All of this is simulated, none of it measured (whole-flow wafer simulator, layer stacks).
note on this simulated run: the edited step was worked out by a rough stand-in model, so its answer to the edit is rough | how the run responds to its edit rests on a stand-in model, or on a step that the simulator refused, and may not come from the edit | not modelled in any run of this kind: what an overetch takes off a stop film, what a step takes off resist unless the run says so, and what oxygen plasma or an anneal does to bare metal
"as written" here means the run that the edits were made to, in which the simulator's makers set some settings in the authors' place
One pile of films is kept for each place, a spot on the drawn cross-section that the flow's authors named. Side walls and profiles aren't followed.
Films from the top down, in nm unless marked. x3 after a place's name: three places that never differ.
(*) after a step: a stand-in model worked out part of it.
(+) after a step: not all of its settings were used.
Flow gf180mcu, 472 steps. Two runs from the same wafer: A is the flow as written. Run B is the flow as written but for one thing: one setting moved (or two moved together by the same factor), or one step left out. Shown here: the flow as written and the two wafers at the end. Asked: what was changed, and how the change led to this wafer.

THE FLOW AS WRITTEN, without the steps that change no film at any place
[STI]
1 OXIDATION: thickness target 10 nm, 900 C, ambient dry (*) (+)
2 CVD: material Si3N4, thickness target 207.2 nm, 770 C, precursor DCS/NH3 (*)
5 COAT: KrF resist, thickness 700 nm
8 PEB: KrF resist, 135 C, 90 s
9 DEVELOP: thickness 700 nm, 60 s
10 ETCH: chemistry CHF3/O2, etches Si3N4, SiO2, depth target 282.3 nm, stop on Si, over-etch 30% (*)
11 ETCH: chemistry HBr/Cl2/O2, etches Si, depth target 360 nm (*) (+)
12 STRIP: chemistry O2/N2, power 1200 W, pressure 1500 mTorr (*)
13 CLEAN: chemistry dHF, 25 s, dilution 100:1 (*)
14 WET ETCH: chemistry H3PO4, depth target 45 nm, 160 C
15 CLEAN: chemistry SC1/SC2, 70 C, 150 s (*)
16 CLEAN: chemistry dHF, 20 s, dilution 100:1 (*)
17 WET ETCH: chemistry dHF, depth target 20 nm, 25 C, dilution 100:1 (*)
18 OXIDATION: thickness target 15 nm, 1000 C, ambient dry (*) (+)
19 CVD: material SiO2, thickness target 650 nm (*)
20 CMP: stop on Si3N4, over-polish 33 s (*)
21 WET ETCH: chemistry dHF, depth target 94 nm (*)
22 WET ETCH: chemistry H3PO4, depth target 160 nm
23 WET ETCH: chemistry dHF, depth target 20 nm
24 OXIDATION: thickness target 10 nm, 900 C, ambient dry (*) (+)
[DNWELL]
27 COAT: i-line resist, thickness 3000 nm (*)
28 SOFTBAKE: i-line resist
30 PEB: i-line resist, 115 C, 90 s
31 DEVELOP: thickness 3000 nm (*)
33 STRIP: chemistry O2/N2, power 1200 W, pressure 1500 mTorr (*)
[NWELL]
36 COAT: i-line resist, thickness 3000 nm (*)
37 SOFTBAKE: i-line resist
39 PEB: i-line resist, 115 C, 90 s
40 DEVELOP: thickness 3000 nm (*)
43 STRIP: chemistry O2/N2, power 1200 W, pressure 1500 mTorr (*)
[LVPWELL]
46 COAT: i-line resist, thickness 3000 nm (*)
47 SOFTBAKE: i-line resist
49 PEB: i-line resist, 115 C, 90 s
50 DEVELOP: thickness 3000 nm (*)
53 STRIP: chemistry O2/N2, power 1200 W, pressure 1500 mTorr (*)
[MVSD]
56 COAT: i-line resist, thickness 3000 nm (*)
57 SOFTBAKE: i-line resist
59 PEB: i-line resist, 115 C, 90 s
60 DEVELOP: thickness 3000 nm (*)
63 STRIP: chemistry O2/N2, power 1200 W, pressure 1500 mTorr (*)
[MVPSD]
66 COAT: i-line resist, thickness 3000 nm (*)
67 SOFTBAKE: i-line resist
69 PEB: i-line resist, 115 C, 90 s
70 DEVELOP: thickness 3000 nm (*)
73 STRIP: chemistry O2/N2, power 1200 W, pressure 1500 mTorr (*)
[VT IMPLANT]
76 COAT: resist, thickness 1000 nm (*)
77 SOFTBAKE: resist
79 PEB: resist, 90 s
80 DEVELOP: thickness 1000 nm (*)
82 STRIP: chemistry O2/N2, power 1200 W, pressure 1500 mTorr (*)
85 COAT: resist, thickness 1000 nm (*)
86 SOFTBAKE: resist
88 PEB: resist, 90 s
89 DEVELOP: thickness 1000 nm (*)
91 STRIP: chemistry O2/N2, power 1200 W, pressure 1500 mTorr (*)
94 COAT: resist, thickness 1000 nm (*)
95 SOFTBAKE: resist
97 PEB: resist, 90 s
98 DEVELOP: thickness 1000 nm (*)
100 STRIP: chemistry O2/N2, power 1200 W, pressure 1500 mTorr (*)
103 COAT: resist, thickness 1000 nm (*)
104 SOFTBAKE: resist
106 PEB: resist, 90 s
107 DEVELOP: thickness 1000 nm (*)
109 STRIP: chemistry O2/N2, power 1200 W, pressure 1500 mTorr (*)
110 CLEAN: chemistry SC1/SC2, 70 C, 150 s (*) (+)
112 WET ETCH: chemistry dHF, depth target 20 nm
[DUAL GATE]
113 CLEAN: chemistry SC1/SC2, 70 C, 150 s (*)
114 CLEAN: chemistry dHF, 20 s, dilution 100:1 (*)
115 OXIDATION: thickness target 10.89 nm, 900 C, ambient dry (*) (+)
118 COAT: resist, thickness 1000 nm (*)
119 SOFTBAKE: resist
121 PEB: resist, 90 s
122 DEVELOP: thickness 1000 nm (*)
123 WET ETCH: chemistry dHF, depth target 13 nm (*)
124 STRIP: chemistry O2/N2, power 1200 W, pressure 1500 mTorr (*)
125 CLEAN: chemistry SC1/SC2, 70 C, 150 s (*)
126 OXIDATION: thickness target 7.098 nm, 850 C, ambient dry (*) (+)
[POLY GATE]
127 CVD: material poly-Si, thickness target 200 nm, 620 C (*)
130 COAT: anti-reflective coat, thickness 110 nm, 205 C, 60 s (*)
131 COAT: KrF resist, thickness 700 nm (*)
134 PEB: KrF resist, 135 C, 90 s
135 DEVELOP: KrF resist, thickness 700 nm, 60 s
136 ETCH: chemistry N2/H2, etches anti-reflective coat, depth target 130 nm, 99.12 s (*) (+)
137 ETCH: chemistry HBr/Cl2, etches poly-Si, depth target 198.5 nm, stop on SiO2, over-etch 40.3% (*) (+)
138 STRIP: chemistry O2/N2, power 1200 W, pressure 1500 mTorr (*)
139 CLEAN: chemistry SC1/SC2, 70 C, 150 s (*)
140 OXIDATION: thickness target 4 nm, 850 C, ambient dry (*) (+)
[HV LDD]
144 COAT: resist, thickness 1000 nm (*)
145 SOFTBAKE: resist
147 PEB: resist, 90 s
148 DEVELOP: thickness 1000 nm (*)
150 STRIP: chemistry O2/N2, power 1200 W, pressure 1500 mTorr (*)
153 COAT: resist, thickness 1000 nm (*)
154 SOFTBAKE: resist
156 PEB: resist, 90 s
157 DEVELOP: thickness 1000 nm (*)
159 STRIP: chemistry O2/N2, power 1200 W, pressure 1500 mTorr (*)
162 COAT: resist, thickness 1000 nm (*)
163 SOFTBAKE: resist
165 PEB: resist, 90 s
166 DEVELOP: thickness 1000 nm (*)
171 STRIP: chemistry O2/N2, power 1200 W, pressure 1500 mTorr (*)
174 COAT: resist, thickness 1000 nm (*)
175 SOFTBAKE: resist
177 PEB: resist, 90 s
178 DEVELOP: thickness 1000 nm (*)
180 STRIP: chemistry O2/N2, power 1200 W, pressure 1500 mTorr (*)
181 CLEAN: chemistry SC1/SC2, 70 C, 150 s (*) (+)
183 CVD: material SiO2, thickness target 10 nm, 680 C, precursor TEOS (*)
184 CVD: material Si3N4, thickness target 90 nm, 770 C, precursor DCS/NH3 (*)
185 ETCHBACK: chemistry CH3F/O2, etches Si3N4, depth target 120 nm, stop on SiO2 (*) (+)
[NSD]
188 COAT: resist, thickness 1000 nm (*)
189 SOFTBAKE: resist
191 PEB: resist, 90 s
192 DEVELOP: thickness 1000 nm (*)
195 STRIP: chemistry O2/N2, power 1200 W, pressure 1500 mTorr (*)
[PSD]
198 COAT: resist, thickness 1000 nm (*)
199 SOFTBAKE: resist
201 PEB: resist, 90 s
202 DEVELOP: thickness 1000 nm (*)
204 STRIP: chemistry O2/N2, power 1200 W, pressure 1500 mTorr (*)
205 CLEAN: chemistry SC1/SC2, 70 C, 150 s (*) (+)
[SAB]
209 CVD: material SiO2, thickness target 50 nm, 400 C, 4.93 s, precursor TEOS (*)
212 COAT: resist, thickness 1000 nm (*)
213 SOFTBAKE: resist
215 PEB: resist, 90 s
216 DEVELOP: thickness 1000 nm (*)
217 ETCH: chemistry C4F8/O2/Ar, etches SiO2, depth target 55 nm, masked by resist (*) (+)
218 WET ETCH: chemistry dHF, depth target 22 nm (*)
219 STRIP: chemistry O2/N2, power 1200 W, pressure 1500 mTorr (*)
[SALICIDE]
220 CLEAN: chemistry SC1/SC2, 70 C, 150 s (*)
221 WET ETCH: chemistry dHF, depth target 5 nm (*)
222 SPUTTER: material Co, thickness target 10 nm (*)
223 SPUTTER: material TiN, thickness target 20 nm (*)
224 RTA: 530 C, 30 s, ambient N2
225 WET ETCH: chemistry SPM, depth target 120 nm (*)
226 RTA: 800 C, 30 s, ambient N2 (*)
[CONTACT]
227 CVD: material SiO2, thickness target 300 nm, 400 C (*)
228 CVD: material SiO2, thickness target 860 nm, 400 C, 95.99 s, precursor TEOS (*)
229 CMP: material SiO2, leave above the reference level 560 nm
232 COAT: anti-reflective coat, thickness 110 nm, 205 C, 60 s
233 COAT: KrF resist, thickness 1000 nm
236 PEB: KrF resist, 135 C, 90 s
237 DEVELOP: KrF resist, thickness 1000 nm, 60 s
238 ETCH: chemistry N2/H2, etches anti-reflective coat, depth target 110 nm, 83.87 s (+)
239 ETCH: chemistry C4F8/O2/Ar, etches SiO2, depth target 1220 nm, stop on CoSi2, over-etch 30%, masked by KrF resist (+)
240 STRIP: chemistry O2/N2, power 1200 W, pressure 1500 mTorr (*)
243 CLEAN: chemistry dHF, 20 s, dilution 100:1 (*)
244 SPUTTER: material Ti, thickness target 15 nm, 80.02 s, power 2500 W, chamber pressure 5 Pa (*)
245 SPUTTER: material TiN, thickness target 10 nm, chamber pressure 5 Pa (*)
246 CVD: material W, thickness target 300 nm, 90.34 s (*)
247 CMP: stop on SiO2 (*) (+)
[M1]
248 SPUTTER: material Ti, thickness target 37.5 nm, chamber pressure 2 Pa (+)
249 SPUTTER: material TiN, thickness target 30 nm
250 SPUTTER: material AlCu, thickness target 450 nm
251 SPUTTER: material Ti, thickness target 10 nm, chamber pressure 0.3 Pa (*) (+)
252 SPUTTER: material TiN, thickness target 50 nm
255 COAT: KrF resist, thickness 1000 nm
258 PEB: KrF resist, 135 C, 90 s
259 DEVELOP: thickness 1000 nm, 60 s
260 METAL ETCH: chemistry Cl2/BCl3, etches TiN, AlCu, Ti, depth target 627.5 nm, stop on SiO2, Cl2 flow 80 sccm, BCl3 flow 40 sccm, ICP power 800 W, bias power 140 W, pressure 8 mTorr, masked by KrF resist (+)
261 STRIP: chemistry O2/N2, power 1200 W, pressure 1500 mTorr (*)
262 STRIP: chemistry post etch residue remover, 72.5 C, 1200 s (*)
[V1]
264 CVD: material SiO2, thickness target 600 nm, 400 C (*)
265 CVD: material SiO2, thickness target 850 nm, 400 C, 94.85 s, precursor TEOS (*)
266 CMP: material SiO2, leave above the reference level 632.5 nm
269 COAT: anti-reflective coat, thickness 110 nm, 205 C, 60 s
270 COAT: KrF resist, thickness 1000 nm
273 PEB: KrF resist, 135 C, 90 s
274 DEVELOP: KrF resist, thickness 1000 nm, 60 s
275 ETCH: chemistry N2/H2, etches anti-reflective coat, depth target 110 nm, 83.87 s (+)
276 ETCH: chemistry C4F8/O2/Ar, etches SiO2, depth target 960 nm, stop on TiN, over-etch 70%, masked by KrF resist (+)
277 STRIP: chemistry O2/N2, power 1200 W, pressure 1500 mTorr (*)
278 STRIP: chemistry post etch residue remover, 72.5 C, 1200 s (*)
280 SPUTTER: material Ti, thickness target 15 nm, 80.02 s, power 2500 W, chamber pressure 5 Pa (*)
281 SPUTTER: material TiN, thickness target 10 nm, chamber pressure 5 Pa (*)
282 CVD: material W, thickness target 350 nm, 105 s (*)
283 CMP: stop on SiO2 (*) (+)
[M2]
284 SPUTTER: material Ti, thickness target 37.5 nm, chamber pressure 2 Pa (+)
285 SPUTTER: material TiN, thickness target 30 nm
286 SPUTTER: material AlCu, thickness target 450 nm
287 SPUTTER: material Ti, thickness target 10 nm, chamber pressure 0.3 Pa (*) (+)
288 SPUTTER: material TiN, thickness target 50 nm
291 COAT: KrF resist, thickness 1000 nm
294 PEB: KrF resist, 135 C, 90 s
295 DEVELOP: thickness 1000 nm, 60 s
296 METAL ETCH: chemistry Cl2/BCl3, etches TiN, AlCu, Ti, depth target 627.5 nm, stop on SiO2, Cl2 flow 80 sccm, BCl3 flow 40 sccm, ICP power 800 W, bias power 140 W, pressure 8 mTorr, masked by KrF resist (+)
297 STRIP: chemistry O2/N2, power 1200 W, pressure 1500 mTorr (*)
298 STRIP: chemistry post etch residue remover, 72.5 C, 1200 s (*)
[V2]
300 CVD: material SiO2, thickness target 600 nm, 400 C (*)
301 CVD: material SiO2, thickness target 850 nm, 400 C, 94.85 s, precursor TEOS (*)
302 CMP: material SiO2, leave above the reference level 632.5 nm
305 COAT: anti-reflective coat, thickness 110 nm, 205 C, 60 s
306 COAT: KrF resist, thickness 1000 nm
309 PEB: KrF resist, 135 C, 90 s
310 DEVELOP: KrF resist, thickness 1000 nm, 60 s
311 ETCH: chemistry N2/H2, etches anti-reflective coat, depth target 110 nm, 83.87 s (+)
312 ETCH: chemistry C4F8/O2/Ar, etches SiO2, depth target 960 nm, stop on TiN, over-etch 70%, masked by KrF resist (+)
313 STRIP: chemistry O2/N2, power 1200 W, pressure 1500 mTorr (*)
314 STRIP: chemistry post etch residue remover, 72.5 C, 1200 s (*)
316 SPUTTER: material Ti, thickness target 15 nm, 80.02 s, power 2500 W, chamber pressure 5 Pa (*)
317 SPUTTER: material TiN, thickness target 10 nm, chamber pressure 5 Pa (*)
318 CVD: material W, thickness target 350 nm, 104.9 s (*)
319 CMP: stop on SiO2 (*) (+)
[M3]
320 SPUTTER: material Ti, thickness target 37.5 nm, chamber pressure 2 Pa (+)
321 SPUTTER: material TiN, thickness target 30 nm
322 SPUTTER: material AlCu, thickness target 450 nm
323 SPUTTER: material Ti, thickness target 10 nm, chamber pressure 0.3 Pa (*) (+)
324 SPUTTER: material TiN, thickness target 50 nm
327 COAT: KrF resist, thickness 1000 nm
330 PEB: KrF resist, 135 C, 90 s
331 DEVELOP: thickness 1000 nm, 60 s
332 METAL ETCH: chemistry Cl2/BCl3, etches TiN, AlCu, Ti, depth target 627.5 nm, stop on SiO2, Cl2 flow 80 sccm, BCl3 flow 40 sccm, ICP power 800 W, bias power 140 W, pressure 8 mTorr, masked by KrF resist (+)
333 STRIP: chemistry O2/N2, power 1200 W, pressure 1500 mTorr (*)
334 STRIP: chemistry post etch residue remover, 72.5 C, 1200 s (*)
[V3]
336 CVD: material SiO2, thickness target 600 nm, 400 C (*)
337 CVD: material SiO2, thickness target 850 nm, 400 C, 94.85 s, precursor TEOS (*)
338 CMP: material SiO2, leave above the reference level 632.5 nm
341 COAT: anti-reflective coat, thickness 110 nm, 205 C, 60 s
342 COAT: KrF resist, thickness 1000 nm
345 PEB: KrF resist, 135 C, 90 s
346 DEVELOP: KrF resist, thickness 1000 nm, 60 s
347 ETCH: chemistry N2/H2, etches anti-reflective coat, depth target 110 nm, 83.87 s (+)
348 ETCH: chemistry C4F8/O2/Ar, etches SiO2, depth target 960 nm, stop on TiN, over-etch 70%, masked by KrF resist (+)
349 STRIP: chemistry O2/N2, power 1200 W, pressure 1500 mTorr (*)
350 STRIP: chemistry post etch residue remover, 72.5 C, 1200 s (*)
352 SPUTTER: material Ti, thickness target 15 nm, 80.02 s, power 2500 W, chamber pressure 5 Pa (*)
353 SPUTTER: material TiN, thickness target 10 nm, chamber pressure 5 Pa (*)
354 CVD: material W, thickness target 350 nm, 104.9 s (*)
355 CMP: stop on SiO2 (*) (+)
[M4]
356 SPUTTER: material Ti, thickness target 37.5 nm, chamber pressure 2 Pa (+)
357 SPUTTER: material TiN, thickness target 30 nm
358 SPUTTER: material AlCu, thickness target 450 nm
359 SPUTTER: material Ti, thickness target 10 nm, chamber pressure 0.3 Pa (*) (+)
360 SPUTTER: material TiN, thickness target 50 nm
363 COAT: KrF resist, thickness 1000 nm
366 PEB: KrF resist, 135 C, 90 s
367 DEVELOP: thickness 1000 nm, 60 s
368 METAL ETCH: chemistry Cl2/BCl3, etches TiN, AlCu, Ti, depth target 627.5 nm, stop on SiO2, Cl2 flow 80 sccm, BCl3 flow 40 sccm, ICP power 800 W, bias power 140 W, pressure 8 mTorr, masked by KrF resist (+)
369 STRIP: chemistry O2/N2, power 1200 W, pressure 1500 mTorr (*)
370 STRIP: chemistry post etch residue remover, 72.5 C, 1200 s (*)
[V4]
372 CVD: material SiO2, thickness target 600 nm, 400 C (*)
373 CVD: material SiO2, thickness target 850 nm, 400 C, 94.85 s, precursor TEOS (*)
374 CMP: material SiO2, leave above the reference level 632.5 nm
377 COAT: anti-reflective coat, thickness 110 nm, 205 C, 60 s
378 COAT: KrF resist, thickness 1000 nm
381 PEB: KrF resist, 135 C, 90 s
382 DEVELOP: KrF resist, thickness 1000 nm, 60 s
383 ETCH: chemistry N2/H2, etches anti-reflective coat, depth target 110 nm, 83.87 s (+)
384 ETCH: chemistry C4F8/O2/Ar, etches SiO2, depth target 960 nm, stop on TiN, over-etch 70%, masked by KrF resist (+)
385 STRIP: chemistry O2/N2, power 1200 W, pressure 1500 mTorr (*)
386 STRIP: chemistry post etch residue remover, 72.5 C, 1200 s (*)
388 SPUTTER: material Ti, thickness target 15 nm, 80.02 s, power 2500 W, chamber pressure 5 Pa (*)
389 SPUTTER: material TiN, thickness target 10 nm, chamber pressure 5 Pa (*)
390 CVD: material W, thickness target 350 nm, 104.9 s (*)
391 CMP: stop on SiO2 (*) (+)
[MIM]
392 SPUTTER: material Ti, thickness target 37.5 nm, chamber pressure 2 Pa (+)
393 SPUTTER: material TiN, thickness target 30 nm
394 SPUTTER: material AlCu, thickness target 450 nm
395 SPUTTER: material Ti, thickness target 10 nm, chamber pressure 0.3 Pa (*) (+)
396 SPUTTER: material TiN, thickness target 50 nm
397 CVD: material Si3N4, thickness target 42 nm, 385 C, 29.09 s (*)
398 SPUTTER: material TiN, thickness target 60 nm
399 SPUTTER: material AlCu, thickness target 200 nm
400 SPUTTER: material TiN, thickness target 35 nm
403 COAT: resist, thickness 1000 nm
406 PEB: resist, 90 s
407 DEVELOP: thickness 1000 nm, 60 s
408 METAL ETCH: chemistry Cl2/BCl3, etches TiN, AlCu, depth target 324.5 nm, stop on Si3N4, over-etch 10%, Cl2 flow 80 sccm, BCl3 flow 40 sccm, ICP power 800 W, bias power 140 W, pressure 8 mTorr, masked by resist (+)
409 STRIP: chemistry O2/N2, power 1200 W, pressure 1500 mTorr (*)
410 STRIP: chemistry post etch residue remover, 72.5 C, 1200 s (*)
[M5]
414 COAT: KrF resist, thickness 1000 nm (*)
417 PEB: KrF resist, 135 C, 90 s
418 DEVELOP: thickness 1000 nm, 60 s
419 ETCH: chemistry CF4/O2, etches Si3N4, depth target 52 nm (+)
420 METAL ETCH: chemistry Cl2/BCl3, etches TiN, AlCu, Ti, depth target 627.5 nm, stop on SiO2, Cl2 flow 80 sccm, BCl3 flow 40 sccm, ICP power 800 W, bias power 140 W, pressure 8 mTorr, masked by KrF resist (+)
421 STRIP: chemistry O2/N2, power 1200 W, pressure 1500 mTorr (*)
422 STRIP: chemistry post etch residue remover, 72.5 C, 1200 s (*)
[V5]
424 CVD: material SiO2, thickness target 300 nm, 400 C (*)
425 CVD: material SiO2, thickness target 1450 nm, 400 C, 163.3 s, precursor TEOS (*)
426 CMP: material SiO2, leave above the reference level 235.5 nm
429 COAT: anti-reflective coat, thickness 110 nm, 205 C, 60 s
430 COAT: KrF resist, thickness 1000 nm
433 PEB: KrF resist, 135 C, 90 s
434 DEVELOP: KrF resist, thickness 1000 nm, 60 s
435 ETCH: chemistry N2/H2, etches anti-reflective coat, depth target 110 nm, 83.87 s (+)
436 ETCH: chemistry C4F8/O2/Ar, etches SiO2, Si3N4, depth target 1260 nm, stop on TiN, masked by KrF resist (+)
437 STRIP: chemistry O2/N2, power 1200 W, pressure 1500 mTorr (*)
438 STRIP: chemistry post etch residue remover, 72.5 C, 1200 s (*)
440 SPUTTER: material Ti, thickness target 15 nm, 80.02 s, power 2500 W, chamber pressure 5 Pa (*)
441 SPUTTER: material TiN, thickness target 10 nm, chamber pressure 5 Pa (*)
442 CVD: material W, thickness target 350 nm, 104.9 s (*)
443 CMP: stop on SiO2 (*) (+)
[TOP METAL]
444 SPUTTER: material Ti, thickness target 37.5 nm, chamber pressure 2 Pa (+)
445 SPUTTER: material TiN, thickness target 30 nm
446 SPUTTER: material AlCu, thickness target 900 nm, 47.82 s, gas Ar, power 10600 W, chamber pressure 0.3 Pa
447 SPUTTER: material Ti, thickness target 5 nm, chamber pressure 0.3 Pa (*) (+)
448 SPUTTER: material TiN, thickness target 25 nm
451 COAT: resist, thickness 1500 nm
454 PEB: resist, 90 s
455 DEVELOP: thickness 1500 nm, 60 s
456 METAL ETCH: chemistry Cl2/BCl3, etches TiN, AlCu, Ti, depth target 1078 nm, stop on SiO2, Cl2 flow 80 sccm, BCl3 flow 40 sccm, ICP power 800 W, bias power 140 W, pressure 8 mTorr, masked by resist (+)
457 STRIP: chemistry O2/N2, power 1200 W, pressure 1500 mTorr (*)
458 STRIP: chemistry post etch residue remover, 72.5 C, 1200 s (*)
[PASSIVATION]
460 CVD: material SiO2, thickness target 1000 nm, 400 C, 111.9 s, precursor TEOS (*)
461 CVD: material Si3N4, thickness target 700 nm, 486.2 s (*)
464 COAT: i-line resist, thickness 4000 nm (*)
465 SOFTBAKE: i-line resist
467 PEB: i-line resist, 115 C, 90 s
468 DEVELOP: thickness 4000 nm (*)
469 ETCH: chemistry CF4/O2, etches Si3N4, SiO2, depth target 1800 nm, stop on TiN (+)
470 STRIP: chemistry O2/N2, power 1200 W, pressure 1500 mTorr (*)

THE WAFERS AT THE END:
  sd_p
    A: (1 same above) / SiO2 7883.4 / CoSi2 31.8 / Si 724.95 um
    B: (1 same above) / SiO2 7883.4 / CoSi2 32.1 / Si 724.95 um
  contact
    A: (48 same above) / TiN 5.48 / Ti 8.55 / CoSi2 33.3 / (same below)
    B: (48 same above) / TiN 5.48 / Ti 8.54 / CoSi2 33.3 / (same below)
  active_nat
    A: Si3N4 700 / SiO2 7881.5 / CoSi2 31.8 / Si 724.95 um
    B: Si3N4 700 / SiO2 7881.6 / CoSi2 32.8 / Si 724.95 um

The cause: step 185, ETCHBACK: depth target 186 nm was run, where the flow has depth target 120 nm.

How the change led to this, step by step:
  185 ETCHBACK: chemistry CH3F/O2, etches Si3N4, depth target 120 nm, stop on SiO2 (*) (+)
      field, field__w1, field__w2 and 100 more: A Si3N4 -90 (all of it), SiO2 -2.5 | B Si3N4 -90 (all of it), SiO2 -8
  189 SOFTBAKE: resist
      field: A resist +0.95 | B nothing
      nw_sep_fld: A resist +1.07 | B resist -0.05
  199 SOFTBAKE: resist
      field: A resist +0.95 | B nothing
      nw_sep_fld: A resist +1.07 | B resist -0.05
  217 ETCH: chemistry C4F8/O2/Ar, etches SiO2, depth target 55 nm, masked by resist (*) (+)
      gate, gate_hv, gate_p and 23 more: A SiO2 -55 | B SiO2 -55 (all of it)
  218 WET ETCH: chemistry dHF, depth target 22 nm (*)
      gate, gate_hv, gate_p and 23 more: A SiO2 -5.48 (all of it) | B nothing
      active, p_well, sd_n, iso_ptap_pw, iso_ntap_nw, iso_ptap_sub, vpnp_e: A SiO2 -9.01 (all of it) | B SiO2 -3.51 (all of it)
      (and at 16 more places)
  222 SPUTTER: material Co, thickness target 10 nm (*)
      field__w2: A Co +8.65 (new film) | B Co +9.26 (new film)
      field__w3: A Co +8.06 (new film) | B Co +8.88 (new film)
      (and at 4 more places)
  223 SPUTTER: material TiN, thickness target 20 nm (*)
      field__w2: A TiN +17 (new film) | B TiN +18.1 (new film)
      field__w3: A TiN +15.7 (new film) | B TiN +17.3 (new film)
      (and at 6 more places)
  224 RTA: 530 C, 30 s, ambient N2
      ld_sd_n: A under 1 film: CoSi +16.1 (new film), Co -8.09 (all of it), Si -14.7 | B under 1 film: CoSi +17.2 (new film), Co -8.65 (all of it), Si -15.7
      ld_drn_n: A under 1 film: CoSi +17.9 (new film), Co -9.02 (all of it), Si -16.4 | B under 1 film: CoSi +18.7 (new film), Co -9.42 (all of it), Si -17.1
      (and at 2 more places)
  225 WET ETCH: chemistry SPM, depth target 120 nm (*)
      field__w2: A TiN -17 (all of it), Co -8.65 (all of it) | B TiN -18.1 (all of it), Co -9.26 (all of it)
      field__w3: A TiN -15.7 (all of it), Co -8.06 (all of it) | B TiN -17.3 (all of it), Co -8.88 (all of it)
      (and at 6 more places)
  226 RTA: 800 C, 30 s, ambient N2 (*)
      active_nat: A CoSi2 +31.8 (new film), CoSi -18.1 (all of it), Si -16.5 | B CoSi2 +32.8 (new film), CoSi -18.6 (all of it), Si -17
      ld_sd_n: A CoSi2 +28.3 (new film), CoSi -16.1 (all of it), Si -14.7 | B CoSi2 +30.2 (new film), CoSi -17.2 (all of it), Si -15.7
      (and at 3 more places)
  229 CMP: material SiO2, leave above the reference level 560 nm
      field_sub, field_sub__w2: A SiO2 -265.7 | B SiO2 -259.7
      field__w1: A SiO2 -283.8 | B SiO2 -278
      (and at 13 more places)
